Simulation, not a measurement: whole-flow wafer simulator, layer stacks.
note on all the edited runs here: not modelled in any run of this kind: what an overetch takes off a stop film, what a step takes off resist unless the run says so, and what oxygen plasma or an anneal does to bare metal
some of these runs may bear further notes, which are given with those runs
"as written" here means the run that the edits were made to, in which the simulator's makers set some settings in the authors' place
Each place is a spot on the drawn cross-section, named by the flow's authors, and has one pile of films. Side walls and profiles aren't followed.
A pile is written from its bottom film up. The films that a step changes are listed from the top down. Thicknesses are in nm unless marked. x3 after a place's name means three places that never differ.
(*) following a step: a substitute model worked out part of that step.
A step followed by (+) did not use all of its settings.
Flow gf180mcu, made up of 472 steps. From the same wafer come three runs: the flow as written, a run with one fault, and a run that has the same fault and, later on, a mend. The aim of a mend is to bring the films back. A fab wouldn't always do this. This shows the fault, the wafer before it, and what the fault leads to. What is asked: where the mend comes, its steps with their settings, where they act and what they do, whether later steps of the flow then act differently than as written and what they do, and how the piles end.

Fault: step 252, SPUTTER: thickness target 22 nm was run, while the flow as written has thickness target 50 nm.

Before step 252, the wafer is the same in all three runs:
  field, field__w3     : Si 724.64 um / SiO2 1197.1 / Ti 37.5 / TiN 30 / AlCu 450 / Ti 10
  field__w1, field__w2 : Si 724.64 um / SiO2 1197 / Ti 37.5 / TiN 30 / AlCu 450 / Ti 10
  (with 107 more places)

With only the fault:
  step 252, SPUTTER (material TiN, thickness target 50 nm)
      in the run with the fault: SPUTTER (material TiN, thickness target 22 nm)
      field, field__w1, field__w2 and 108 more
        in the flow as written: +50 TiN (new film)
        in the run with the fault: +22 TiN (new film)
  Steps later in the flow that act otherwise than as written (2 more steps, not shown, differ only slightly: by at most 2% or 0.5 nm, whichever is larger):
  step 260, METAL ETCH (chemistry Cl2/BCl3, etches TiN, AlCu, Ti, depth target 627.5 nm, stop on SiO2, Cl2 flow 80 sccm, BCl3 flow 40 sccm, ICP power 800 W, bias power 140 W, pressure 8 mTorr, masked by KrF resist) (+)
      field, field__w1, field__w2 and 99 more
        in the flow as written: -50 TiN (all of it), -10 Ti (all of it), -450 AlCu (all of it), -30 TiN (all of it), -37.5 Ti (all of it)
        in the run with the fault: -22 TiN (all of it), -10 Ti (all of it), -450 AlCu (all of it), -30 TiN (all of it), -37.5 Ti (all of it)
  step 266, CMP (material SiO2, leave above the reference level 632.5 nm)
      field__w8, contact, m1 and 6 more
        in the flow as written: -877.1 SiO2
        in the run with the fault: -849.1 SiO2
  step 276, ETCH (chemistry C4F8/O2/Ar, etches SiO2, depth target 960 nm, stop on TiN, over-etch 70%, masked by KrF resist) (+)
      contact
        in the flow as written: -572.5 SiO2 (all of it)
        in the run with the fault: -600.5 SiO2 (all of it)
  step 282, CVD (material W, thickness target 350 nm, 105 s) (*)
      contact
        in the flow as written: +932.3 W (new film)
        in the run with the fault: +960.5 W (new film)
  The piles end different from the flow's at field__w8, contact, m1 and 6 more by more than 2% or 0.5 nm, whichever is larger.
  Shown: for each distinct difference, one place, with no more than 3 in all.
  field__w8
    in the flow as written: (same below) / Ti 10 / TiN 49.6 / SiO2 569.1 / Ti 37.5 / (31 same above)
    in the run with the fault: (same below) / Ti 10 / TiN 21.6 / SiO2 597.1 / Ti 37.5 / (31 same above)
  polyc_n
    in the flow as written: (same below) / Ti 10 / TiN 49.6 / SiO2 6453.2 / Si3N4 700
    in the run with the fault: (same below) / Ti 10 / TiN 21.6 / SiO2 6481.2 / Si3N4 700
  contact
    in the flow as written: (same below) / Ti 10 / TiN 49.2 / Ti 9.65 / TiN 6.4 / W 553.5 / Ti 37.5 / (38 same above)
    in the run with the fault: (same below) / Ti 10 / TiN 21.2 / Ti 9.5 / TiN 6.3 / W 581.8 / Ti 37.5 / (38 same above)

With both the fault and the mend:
  The mend stands after step 259.
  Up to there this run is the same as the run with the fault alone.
  step 259a, STRIP (chemistry O2/N2, power 2160 W, pressure 1700 mTorr) (*)
      field__w8, contact, m1 and 6 more
        -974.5 KrF resist (all of it)
  step 259b, SPUTTER (material TiN, thickness target 28 nm) (the flow's step 252, run once more with other settings)
      field, field__w1, field__w2 and 108 more
        +28 TiN
  step 259c, HMDS (120 C, 60 s) (the flow's step 254, run once more)
      alters no film at any place that is followed
  step 259d, COAT (KrF resist, thickness 1000 nm) (the flow's step 255, run once more)
      field, field__w1, field__w2 and 108 more
        +1000 KrF resist (new film)
  step 259e, SOFTBAKE (KrF resist) (the flow's step 256, run once more)
      alters no film at any place that is followed
  step 259f, EXPOSE (photomask Metal1) (the flow's step 257, run once more)
      alters no film at any place that is followed
  step 259g, PEB (KrF resist, 135 C, 90 s) (the flow's step 258, run once more)
      field, field__w1, field__w2 and 108 more
        -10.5 KrF resist
  step 259h, DEVELOP (thickness 1000 nm, 60 s) (the flow's step 259, run once more)
      field, field__w1, field__w2 and 99 more
        -989.5 KrF resist (all of it)
      field__w8, contact, m1 and 6 more
        -14.9 KrF resist
  Every later step of the flow that is run acts as written at every place that is followed.
  By the end, the piles equal the flow's at every place that both follow.
